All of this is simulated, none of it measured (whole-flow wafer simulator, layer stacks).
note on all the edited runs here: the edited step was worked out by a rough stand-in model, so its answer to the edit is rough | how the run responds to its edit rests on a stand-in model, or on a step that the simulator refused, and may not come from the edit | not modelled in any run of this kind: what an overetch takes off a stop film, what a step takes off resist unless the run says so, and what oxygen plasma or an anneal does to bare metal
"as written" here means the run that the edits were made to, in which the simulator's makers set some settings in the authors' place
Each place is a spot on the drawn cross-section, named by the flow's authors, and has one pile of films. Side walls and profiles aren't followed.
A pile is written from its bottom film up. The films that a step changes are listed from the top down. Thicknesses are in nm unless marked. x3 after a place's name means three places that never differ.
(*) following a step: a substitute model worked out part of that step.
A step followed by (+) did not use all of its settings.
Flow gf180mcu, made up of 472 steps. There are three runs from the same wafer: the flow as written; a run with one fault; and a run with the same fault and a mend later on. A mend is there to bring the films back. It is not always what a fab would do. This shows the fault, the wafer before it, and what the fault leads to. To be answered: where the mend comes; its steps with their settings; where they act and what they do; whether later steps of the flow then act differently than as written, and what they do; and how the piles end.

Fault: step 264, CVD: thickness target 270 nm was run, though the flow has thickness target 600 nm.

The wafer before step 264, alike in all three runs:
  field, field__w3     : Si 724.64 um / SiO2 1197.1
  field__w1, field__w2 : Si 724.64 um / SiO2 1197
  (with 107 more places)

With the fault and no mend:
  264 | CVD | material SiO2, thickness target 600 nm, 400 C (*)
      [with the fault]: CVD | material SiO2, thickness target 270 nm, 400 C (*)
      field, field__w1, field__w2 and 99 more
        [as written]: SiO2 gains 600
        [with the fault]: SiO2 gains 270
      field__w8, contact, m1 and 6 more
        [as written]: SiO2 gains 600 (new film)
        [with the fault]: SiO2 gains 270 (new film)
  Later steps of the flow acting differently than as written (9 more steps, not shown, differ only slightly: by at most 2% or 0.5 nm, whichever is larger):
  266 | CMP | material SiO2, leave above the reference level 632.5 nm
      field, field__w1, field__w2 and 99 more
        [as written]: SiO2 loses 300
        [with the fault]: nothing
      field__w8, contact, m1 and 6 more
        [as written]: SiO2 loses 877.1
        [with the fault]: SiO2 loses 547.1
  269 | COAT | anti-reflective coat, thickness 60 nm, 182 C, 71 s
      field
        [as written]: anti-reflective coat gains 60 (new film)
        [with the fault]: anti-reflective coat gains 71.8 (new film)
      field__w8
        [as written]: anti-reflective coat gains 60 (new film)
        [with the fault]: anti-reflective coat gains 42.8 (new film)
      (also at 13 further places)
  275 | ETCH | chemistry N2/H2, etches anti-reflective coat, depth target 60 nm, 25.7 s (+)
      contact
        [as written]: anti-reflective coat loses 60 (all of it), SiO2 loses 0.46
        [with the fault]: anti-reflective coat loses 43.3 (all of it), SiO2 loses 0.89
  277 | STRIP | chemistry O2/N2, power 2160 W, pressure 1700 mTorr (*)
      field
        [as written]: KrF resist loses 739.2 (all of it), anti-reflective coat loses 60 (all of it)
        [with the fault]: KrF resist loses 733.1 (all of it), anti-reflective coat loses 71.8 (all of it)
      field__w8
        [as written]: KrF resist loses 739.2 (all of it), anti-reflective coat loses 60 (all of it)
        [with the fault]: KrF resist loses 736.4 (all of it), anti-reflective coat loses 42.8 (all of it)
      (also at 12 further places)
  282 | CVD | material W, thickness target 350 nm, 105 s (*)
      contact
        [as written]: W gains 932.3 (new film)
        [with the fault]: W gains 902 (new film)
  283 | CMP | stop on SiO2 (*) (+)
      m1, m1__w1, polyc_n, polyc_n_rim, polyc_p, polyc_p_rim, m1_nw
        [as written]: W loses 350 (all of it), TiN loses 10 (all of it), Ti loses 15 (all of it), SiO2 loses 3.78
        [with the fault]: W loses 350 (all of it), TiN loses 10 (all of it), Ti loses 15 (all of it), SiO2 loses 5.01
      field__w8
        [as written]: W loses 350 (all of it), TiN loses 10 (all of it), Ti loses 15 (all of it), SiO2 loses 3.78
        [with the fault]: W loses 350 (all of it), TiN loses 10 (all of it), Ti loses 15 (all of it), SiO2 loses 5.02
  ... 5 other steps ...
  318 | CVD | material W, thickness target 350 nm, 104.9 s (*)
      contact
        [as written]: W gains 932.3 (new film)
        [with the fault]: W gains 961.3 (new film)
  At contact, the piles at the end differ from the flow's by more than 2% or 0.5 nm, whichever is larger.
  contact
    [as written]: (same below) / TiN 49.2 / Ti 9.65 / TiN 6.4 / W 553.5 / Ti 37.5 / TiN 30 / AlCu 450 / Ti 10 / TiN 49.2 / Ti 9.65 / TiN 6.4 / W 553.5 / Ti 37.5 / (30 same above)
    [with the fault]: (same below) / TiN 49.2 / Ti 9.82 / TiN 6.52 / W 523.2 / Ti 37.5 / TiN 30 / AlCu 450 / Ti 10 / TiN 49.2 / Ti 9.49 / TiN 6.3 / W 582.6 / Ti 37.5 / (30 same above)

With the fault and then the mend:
  The mend stands after step 264.
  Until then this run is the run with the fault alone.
  264a | CVD | material SiO2, thickness target 330 nm, 400 C (*) (the flow's step 264, run once more with other settings)
      field, field__w1, field__w2 and 108 more
        SiO2 gains 330
  Every later step of the flow that is run acts as written at every place that is followed.
  The piles end the same as the flow's at every place that both follow.
